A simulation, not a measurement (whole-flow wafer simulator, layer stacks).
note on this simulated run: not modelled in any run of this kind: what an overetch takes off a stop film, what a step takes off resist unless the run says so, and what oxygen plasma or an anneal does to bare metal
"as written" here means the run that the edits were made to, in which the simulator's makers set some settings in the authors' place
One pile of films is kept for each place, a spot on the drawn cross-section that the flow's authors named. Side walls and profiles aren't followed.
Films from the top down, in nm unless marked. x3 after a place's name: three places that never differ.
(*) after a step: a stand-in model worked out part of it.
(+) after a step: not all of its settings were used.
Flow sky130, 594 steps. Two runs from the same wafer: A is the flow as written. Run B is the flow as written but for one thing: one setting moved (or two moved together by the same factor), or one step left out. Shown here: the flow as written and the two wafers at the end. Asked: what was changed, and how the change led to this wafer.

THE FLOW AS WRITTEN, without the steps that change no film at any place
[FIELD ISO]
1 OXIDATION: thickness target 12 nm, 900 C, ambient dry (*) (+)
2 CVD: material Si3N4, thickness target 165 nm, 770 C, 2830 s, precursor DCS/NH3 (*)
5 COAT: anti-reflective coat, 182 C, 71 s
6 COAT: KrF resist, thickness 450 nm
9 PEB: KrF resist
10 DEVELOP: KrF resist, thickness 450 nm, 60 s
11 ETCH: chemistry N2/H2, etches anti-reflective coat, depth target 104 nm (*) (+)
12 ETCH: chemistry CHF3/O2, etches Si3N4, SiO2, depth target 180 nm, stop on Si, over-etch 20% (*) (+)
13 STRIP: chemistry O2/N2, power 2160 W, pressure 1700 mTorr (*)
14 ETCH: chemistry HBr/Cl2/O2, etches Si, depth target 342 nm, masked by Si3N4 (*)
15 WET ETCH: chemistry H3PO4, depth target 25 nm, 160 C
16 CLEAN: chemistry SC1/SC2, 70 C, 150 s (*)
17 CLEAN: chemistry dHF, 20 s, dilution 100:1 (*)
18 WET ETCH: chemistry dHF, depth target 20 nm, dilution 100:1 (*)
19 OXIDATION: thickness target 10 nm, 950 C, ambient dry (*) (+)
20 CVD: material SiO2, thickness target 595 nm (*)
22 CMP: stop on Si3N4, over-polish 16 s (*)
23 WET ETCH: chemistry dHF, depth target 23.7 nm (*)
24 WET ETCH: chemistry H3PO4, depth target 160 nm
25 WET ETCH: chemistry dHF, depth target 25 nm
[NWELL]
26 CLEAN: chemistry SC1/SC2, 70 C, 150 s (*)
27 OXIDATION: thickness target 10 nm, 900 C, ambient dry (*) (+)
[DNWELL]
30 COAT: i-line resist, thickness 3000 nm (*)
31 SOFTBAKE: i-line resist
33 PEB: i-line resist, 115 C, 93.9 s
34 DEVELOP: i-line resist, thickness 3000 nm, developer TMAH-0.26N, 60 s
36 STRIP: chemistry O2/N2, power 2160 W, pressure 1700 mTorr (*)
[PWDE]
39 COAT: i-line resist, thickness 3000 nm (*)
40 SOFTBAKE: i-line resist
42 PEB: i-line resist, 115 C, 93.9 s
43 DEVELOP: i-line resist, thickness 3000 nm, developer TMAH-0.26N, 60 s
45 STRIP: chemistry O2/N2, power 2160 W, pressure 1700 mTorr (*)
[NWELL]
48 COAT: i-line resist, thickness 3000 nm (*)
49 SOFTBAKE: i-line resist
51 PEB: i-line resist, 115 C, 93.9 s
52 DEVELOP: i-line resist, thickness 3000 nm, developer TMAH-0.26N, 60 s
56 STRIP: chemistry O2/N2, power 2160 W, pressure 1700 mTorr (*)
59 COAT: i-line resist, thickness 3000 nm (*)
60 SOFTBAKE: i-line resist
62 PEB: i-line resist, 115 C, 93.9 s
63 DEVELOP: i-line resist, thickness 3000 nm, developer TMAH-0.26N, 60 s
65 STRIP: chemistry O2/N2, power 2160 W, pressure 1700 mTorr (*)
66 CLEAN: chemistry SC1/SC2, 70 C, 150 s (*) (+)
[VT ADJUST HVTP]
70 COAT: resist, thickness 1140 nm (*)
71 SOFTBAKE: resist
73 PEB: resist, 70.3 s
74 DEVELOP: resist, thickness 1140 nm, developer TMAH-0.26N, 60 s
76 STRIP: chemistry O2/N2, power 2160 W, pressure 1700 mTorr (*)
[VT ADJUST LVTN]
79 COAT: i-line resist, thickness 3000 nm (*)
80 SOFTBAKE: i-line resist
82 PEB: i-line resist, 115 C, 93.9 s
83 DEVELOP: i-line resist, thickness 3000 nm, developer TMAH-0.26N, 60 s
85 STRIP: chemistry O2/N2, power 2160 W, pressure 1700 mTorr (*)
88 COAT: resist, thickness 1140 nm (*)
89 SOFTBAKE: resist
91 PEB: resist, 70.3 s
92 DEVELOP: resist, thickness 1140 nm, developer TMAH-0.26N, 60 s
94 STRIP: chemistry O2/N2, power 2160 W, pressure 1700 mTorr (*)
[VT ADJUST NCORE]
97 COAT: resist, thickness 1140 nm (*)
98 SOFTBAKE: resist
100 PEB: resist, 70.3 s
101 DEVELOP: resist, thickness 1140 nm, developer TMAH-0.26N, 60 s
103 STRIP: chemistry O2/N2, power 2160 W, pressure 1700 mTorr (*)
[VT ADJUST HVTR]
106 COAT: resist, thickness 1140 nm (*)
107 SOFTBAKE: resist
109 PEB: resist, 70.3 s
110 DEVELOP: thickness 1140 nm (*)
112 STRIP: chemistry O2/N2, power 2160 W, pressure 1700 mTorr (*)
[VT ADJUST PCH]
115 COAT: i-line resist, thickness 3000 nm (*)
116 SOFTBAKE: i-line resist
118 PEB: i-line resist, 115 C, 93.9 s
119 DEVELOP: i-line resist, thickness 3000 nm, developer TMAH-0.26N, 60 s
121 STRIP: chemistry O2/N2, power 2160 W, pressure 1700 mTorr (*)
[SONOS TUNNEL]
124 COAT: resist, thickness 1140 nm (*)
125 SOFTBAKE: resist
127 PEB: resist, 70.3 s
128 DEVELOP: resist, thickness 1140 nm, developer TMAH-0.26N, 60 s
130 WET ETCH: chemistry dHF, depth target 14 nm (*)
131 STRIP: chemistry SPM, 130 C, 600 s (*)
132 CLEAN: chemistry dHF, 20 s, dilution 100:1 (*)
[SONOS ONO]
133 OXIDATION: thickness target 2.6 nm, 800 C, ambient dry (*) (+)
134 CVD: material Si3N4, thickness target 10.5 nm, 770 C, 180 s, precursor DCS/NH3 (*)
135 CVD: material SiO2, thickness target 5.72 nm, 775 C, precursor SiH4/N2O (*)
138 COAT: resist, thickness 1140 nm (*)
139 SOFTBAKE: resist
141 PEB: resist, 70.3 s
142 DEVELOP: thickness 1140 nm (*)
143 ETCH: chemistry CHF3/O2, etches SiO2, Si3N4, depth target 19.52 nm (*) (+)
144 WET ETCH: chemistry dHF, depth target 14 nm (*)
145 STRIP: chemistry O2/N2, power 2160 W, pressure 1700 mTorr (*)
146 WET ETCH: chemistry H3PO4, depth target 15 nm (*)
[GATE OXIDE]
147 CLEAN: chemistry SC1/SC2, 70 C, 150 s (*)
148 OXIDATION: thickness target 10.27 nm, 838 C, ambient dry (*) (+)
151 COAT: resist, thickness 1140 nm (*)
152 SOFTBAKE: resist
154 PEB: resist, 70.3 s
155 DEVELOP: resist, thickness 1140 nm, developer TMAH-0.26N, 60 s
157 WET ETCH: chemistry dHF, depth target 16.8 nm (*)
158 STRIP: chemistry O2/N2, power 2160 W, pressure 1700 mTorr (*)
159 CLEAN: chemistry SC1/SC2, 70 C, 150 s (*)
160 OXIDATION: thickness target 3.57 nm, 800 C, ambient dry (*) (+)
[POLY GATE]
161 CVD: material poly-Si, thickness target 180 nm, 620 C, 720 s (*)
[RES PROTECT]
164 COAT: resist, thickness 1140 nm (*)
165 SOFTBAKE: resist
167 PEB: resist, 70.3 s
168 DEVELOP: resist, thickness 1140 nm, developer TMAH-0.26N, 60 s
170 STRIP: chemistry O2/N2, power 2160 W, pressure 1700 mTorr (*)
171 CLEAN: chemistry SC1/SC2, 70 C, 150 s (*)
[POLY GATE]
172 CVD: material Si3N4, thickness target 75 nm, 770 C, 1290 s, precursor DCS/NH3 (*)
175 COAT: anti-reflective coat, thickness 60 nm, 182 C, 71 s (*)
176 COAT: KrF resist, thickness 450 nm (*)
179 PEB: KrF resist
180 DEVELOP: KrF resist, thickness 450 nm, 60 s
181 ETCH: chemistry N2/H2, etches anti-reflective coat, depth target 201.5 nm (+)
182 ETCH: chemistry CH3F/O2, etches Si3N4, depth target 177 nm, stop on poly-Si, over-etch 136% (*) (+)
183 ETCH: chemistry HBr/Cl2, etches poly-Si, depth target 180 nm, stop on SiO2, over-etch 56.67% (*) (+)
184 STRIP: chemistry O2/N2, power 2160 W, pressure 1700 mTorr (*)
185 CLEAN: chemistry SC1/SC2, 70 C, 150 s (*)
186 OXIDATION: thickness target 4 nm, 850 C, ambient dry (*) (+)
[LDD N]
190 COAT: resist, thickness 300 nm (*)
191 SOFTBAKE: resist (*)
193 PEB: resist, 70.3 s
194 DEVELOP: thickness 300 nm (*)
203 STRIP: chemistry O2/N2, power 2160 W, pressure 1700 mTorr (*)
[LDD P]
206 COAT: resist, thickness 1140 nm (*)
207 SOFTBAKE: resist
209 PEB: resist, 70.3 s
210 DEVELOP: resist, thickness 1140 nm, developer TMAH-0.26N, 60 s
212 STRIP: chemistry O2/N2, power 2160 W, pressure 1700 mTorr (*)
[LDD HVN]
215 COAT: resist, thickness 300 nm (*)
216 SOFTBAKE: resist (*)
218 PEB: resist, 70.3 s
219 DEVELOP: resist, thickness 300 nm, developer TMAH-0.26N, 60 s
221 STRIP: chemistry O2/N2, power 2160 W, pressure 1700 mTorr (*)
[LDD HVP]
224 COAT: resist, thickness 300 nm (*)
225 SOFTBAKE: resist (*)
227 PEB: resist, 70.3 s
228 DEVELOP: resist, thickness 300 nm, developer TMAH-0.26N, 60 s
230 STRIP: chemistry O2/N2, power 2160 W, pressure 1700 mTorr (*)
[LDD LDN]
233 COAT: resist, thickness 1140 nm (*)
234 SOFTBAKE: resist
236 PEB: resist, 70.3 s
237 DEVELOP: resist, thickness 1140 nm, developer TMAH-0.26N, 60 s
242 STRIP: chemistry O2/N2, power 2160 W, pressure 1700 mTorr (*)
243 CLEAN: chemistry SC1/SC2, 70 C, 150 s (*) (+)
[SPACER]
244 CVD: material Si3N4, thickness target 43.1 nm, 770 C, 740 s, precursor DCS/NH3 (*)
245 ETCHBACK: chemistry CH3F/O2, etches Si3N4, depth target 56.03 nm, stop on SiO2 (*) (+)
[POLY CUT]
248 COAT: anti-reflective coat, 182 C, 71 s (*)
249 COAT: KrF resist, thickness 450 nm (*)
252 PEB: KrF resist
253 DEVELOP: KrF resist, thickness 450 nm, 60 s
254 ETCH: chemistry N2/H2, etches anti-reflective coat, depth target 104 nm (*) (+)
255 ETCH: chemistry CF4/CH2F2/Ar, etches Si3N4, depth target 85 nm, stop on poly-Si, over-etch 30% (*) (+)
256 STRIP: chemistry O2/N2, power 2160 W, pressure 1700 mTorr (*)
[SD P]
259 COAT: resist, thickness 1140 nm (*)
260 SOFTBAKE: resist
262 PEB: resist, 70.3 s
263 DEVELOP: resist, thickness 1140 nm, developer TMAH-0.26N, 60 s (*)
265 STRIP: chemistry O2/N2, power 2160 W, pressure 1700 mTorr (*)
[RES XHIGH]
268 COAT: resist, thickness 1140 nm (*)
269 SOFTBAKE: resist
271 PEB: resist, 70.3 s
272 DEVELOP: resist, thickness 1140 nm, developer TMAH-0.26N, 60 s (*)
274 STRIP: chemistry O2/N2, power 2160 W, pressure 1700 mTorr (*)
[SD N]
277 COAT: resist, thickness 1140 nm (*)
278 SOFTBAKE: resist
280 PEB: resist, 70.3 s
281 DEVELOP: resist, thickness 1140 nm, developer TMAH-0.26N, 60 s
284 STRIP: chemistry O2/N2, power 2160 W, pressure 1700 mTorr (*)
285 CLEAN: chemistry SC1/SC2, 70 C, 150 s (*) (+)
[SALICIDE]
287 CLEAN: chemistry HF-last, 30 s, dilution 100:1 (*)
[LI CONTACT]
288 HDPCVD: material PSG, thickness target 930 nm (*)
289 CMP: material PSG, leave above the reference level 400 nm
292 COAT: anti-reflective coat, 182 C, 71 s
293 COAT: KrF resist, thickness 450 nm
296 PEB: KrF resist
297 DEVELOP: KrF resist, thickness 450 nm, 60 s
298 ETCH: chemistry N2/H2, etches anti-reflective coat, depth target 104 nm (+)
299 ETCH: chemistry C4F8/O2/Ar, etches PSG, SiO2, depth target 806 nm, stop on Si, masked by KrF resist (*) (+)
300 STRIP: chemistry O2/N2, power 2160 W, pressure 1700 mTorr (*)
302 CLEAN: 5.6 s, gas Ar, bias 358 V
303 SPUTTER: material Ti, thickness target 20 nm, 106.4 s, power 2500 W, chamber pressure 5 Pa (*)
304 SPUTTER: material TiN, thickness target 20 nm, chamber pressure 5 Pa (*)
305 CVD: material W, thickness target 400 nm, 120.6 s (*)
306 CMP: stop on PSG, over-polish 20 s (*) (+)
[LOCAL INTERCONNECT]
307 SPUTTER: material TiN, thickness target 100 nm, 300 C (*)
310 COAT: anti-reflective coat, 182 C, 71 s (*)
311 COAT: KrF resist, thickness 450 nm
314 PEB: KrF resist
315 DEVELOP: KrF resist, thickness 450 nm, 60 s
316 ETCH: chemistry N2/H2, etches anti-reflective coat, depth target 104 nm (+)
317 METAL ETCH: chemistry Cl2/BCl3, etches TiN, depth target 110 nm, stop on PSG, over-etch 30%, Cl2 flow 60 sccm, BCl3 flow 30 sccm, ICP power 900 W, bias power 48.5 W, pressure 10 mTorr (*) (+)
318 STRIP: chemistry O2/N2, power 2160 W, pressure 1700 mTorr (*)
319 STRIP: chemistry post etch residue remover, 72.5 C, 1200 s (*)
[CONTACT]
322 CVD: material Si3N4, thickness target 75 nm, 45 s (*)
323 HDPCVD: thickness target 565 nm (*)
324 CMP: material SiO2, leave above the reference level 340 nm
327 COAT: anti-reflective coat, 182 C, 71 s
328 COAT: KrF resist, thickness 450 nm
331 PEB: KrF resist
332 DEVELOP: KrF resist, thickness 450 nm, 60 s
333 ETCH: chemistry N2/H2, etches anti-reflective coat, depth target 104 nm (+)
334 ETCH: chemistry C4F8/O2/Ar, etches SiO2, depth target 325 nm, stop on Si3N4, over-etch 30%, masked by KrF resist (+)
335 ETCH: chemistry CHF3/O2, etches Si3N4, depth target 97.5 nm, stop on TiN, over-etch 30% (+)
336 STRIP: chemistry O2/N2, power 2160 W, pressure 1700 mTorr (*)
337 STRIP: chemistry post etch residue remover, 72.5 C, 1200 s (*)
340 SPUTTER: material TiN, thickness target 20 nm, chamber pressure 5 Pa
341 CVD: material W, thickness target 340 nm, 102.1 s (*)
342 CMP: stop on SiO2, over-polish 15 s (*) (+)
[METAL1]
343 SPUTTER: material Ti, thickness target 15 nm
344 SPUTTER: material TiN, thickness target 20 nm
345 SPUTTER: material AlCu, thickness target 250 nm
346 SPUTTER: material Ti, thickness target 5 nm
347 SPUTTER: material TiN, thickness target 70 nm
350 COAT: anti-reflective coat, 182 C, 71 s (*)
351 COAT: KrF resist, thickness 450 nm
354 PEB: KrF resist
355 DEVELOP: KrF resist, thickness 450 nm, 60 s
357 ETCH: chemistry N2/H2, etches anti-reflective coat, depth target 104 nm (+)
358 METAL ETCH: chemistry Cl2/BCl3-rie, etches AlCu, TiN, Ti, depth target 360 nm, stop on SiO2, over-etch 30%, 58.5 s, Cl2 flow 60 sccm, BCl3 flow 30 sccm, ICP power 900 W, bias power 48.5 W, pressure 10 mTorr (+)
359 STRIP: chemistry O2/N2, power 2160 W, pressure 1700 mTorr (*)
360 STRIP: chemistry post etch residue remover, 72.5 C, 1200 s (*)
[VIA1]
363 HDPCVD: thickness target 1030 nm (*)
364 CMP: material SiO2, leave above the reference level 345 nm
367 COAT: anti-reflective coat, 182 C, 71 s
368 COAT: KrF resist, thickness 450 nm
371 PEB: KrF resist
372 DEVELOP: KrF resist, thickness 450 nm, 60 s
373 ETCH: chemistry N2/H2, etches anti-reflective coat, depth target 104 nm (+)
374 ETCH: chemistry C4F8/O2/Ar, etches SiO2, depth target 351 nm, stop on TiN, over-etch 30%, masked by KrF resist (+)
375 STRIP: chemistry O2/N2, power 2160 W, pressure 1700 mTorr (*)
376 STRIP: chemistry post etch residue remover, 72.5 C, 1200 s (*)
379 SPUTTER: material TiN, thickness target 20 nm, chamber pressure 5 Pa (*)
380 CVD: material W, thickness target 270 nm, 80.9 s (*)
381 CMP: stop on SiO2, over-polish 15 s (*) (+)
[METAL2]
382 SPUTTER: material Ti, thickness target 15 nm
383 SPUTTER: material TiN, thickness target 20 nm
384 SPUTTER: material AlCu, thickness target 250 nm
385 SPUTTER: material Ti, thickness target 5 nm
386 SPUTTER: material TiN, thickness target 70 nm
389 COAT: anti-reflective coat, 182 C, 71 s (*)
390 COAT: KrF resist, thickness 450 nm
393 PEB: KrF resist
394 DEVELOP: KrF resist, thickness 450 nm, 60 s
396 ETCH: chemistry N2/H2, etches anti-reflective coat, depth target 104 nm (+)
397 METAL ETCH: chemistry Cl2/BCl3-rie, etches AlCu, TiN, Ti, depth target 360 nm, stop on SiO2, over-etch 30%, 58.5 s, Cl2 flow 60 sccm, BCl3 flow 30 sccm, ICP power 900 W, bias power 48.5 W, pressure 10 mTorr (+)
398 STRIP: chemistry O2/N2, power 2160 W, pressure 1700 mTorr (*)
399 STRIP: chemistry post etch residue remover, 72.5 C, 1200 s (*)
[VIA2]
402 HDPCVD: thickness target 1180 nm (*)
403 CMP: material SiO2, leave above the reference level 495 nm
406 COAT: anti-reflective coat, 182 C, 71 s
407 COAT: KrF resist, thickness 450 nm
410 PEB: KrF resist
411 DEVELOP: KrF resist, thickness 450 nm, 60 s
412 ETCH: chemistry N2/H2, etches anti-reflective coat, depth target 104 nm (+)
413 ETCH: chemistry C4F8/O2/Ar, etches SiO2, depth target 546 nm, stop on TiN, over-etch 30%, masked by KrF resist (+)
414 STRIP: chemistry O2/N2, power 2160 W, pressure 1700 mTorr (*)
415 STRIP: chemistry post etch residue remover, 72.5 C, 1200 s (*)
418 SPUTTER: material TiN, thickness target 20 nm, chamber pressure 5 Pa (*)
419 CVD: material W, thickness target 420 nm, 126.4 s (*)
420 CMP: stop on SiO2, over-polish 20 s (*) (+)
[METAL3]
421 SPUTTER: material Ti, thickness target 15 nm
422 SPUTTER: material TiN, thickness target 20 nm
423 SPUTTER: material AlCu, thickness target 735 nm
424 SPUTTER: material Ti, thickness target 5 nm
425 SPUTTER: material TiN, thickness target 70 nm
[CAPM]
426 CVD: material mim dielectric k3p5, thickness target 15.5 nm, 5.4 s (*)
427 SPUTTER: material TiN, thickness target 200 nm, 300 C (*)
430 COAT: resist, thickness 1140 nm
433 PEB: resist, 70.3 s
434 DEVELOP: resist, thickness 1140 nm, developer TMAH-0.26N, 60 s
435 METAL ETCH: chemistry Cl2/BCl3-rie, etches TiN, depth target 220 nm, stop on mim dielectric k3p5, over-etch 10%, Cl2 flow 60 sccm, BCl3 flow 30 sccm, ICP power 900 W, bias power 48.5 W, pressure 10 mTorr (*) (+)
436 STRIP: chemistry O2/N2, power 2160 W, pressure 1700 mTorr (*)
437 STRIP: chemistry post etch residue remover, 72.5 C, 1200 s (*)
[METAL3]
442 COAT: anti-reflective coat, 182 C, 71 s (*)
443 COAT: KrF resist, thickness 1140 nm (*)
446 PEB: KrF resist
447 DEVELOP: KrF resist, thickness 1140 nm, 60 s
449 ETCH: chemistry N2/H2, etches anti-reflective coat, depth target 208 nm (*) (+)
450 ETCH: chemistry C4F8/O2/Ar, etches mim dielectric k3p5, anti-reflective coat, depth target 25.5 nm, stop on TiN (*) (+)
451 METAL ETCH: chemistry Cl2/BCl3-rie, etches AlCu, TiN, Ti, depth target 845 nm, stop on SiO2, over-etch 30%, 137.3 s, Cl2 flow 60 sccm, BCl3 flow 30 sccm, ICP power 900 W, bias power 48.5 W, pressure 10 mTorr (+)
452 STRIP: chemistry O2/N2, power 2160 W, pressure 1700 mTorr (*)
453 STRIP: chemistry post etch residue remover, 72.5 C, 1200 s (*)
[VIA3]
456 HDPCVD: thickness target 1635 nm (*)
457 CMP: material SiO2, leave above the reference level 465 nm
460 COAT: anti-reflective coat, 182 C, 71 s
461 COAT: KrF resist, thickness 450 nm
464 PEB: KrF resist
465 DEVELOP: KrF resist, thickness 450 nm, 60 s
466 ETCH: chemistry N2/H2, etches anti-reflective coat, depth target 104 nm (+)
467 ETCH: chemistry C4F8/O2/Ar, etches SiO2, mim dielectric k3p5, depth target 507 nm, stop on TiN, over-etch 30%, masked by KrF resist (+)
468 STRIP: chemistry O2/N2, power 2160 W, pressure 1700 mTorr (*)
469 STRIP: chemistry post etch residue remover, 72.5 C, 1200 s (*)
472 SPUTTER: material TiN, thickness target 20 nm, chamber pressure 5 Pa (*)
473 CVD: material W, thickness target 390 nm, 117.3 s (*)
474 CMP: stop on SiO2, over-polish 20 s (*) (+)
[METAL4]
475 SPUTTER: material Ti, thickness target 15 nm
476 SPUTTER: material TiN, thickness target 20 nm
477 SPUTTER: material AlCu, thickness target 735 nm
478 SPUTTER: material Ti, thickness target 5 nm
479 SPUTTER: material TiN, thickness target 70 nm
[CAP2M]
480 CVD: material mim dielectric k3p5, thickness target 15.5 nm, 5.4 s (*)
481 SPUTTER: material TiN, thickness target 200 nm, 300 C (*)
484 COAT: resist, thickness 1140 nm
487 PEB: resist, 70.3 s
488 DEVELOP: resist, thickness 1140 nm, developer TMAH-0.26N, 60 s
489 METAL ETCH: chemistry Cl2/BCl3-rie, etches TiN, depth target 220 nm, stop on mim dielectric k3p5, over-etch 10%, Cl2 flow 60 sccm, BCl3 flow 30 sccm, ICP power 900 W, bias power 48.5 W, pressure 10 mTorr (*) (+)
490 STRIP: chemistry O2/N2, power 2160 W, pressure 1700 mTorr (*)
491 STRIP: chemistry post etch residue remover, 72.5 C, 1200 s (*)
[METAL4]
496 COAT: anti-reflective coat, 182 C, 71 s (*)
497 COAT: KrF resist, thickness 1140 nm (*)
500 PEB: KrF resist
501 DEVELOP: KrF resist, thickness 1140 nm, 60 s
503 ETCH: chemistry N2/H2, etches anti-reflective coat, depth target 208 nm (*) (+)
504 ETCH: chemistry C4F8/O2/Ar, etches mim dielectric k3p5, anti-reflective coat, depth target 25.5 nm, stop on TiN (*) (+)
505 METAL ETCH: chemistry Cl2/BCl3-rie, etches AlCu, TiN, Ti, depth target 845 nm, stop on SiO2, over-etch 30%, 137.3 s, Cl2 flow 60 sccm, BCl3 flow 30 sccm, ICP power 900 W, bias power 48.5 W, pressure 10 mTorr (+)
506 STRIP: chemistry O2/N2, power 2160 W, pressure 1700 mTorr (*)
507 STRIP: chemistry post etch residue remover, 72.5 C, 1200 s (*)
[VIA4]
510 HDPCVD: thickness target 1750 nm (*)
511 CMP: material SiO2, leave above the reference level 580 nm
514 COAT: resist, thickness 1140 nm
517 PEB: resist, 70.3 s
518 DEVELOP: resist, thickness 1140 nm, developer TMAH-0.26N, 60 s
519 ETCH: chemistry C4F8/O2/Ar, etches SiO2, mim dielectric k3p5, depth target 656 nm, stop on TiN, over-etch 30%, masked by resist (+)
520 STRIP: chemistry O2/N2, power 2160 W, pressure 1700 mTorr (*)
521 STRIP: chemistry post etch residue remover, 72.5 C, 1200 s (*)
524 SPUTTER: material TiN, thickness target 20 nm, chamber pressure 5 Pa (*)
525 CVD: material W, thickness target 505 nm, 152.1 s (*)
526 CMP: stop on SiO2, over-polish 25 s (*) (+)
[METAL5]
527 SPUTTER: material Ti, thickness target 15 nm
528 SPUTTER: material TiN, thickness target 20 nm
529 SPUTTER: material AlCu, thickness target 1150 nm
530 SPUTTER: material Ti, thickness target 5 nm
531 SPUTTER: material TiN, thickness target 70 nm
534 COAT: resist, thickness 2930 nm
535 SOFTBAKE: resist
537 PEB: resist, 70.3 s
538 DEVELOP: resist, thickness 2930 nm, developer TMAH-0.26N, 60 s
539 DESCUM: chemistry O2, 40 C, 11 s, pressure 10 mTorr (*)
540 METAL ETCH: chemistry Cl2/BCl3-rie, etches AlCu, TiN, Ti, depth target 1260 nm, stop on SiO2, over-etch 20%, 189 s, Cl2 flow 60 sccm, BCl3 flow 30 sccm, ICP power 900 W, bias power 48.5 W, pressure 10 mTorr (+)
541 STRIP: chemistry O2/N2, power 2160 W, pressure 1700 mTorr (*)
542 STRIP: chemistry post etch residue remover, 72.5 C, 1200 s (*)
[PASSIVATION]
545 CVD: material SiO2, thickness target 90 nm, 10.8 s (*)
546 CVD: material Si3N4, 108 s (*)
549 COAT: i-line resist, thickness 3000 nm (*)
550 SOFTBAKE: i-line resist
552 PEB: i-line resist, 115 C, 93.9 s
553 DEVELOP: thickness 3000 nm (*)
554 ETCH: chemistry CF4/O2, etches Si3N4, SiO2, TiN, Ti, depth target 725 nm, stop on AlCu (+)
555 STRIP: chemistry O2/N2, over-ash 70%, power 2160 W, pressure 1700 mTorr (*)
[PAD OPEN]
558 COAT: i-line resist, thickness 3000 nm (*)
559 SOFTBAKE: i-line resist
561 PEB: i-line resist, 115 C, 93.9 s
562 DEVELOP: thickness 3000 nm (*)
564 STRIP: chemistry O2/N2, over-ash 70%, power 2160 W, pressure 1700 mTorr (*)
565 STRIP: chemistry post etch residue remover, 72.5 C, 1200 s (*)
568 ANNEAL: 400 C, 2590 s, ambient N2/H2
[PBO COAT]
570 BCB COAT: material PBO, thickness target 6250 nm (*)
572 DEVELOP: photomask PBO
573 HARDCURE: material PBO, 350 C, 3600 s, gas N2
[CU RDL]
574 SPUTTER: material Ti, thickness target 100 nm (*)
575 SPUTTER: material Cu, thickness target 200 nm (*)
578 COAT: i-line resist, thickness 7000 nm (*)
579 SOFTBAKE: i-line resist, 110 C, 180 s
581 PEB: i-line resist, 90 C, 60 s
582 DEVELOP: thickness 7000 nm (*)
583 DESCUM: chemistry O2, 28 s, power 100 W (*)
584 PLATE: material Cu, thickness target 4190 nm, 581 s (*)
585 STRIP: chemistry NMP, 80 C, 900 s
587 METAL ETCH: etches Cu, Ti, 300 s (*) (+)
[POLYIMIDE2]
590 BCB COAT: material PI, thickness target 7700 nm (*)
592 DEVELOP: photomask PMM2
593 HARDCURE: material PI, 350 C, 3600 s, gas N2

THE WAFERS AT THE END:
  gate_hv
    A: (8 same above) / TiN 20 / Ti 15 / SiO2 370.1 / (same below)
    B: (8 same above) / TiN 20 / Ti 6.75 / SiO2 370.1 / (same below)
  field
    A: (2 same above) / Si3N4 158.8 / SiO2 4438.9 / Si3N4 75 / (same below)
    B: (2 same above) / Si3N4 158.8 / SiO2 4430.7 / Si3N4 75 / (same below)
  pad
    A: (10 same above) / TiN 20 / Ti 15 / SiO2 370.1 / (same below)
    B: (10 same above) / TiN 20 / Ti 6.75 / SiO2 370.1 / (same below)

The cause: step 475, SPUTTER: thickness target 6.75 nm was run, where the flow has thickness target 15 nm.
It can be read off the wafer: gate_hv has Ti 6.75, and step 475 as written asks for 15 nm.

How the change led to this, step by step:
  475 SPUTTER: material Ti, thickness target 15 nm
      field, active, n_well and 189 more: A Ti +15 (new film) | B Ti +6.75 (new film)
  505 METAL ETCH: chemistry Cl2/BCl3-rie, etches AlCu, TiN, Ti, depth target 845 nm, stop on SiO2, over-etch 30%, 137.3 s, Cl2 flow 60 sccm, BCl3 flow 30 sccm, ICP power 900 W, bias power 48.5 W, pressure 10 mTorr (+)
      field, gate, spacer and 68 more: A TiN -70 (all of it), Ti -5 (all of it), AlCu -735 (all of it), TiN -20 (all of it), Ti -15 (all of it), SiO2 -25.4 | B TiN -70 (all of it), Ti -5 (all of it), AlCu -735 (all of it), TiN -20 (all of it), Ti -6.75 (all of it), SiO2 -26.2
      active, vpp_iso1, mim_edge_plate and 14 more: A TiN -70 (all of it), Ti -5 (all of it), AlCu -735 (all of it), TiN -20 (all of it), Ti -15 (all of it), SiO2 -25.3 | B TiN -70 (all of it), Ti -5 (all of it), AlCu -735 (all of it), TiN -20 (all of it), Ti -6.75 (all of it), SiO2 -26.2
